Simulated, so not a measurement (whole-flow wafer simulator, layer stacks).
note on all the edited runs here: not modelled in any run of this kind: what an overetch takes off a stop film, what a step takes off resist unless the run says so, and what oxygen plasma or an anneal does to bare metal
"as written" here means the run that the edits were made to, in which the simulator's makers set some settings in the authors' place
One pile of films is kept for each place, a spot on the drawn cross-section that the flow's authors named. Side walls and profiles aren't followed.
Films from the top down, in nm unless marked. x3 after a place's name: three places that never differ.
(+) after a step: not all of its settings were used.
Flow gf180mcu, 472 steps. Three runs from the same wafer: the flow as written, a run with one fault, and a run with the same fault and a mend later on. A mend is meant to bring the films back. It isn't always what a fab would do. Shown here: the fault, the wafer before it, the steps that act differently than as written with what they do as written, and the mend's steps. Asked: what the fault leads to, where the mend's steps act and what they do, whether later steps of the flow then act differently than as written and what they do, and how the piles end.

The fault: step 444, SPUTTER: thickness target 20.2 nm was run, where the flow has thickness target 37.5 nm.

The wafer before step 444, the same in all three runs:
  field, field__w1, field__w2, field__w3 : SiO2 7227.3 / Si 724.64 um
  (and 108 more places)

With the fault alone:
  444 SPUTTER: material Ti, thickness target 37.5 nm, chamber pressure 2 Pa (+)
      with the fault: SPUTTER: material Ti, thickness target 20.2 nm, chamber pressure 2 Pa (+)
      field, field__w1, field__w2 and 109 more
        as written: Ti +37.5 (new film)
        with the fault: Ti +20.2 (new film)
  Later steps of the flow that act differently than as written (4 more steps differ only slightly, by at most 2% or 0.5 nm, whichever is larger, and aren't shown):
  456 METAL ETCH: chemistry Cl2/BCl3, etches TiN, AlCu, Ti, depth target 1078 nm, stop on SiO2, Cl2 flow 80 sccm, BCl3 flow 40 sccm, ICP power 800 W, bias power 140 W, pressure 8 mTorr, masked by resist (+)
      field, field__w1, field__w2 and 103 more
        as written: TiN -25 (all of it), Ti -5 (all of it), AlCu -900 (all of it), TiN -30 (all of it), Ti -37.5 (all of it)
        with the fault: TiN -25 (all of it), Ti -5 (all of it), AlCu -900 (all of it), TiN -30 (all of it), Ti -20.2 (all of it)
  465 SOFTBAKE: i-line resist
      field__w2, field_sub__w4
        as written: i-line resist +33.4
        with the fault: i-line resist +32.5
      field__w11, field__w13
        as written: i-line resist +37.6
        with the fault: i-line resist +36.6
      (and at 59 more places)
  At the end the piles differ from the flow's by more than 2% or 0.5 nm, whichever is larger, at field__w8, contact, m1, m1__w1, pad, m1_nw.
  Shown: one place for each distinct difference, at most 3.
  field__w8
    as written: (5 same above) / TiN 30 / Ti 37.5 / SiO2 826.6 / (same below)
    with the fault: (5 same above) / TiN 30 / Ti 20.2 / SiO2 826.6 / (same below)
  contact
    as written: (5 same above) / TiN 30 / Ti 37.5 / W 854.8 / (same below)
    with the fault: (5 same above) / TiN 30 / Ti 20.2 / W 854.8 / (same below)
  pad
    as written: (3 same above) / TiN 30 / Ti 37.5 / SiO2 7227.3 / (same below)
    with the fault: (3 same above) / TiN 30 / Ti 20.2 / SiO2 7227.3 / (same below)

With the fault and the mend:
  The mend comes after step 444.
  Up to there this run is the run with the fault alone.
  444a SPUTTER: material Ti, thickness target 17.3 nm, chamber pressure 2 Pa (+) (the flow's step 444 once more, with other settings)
      field, field__w1, field__w2 and 109 more
        Ti +17.3
  No later step of the flow acts differently than as written at any place that is followed.
  At the end the piles are the same as the flow's at every place that both follow.
